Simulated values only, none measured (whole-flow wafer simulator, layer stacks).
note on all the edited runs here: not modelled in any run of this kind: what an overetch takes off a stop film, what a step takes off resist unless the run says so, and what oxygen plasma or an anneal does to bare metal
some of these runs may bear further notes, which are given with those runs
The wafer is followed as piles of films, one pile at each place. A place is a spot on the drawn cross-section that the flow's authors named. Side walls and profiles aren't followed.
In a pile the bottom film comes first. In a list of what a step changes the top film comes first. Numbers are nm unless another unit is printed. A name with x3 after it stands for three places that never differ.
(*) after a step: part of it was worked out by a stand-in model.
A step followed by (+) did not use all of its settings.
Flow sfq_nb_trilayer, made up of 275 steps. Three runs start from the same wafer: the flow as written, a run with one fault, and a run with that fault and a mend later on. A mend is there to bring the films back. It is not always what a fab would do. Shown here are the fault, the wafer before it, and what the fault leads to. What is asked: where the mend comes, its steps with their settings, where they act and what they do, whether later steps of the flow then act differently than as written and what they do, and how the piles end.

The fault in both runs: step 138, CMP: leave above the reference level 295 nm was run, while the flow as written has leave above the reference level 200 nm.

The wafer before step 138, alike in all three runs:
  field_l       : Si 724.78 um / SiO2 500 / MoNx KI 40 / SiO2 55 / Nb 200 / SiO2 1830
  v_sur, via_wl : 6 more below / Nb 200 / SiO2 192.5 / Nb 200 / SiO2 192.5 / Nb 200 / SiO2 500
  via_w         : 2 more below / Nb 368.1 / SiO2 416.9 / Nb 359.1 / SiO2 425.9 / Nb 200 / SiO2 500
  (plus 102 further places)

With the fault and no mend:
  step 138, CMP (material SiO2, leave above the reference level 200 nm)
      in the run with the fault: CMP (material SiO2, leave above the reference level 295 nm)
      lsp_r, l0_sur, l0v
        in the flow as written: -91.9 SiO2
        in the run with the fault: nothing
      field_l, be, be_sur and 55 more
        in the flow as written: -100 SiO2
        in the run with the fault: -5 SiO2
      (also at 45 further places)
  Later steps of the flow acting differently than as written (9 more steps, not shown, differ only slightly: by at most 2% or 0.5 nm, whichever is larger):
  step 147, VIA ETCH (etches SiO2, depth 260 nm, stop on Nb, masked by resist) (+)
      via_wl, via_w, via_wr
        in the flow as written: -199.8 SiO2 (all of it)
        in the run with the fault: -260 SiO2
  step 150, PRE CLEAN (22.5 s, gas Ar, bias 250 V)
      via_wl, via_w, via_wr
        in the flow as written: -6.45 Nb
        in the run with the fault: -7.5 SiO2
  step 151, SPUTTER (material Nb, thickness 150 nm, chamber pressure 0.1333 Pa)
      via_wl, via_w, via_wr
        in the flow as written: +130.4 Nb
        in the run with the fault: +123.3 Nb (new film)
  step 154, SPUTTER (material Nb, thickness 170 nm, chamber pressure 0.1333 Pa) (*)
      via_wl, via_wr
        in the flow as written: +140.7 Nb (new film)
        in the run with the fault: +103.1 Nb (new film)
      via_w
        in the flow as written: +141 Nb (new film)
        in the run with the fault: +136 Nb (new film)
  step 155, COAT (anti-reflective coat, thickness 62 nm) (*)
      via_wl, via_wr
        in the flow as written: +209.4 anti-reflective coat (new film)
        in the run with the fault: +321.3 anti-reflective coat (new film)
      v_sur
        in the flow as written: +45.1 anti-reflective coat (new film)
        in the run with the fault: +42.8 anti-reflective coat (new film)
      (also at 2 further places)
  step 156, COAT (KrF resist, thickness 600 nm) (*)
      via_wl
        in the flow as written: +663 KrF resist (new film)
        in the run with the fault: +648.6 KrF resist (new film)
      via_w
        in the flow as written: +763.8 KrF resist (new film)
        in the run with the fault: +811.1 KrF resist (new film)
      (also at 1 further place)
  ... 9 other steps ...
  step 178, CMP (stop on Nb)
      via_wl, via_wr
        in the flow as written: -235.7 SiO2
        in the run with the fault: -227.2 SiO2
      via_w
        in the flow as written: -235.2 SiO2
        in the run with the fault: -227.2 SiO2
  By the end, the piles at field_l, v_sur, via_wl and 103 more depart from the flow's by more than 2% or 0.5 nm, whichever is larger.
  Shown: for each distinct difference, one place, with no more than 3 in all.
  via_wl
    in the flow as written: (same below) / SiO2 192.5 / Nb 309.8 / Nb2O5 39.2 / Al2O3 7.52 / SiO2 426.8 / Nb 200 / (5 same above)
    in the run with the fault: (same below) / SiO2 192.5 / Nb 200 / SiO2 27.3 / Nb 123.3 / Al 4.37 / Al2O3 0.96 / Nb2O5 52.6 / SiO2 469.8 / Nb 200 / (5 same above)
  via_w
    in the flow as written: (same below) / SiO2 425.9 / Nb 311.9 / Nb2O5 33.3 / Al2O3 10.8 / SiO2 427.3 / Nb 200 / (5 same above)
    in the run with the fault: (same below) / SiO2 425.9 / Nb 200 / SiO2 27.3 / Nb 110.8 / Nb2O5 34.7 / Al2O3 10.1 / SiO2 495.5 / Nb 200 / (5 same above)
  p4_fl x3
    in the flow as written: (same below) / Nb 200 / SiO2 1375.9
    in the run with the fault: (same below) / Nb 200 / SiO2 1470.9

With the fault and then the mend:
  The mend stands after step 139.
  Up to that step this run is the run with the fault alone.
  step 139a, CMP (material SiO2, leave above the reference level 200 nm) (the flow's step 138, run once more)
      field_l, v_sur, via_wl and 100 more
        -95 SiO2
      lsp_r, l0_sur, l0v
        -91.9 SiO2
  None of the later steps of the flow acts differently than as written at any place that is followed.
  The piles end the same as the flow's at every place that both follow.
